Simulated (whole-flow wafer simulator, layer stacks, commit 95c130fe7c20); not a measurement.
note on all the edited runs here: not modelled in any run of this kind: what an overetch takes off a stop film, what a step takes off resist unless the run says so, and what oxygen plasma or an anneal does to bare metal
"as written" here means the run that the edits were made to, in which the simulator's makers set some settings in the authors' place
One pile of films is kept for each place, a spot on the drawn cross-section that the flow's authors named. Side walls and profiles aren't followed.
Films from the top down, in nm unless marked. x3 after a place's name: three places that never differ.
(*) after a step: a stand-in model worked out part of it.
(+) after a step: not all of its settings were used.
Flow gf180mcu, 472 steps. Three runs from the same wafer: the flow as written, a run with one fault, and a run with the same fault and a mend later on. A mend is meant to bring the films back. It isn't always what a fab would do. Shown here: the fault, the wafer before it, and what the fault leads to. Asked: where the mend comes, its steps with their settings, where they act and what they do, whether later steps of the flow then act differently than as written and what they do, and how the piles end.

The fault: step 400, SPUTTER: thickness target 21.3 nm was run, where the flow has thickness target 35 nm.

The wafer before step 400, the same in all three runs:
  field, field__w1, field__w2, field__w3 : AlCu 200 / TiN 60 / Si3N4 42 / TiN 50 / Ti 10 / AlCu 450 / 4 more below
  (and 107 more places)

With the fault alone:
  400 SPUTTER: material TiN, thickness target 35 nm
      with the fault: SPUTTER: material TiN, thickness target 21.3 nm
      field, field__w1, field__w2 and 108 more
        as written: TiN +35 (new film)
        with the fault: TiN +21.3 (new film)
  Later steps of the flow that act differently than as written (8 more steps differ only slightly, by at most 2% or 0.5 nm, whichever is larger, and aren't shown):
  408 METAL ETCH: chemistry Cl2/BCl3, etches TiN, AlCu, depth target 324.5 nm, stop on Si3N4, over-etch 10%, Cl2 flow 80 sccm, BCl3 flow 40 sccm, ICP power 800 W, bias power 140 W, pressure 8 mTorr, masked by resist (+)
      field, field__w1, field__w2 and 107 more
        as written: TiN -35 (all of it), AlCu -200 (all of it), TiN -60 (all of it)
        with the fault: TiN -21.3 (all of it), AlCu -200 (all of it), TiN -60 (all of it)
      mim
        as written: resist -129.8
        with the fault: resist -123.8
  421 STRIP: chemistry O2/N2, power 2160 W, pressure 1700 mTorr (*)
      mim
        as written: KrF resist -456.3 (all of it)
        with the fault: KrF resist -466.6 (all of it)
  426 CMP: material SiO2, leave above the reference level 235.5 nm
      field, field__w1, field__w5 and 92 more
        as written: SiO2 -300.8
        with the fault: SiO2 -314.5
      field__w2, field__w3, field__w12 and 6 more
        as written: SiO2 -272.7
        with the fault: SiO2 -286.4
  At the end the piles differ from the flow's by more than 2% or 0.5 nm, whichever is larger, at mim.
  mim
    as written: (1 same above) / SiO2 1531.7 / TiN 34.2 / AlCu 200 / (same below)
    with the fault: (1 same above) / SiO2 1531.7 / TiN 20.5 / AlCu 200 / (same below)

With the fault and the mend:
  The mend comes after step 400.
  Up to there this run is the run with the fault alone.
  400a SPUTTER: material TiN, thickness target 13.7 nm (the flow's step 400 once more, with other settings)
      field, field__w1, field__w2 and 108 more
        TiN +13.7
  No later step of the flow acts differently than as written at any place that is followed.
  At the end the piles are the same as the flow's at every place that both follow.
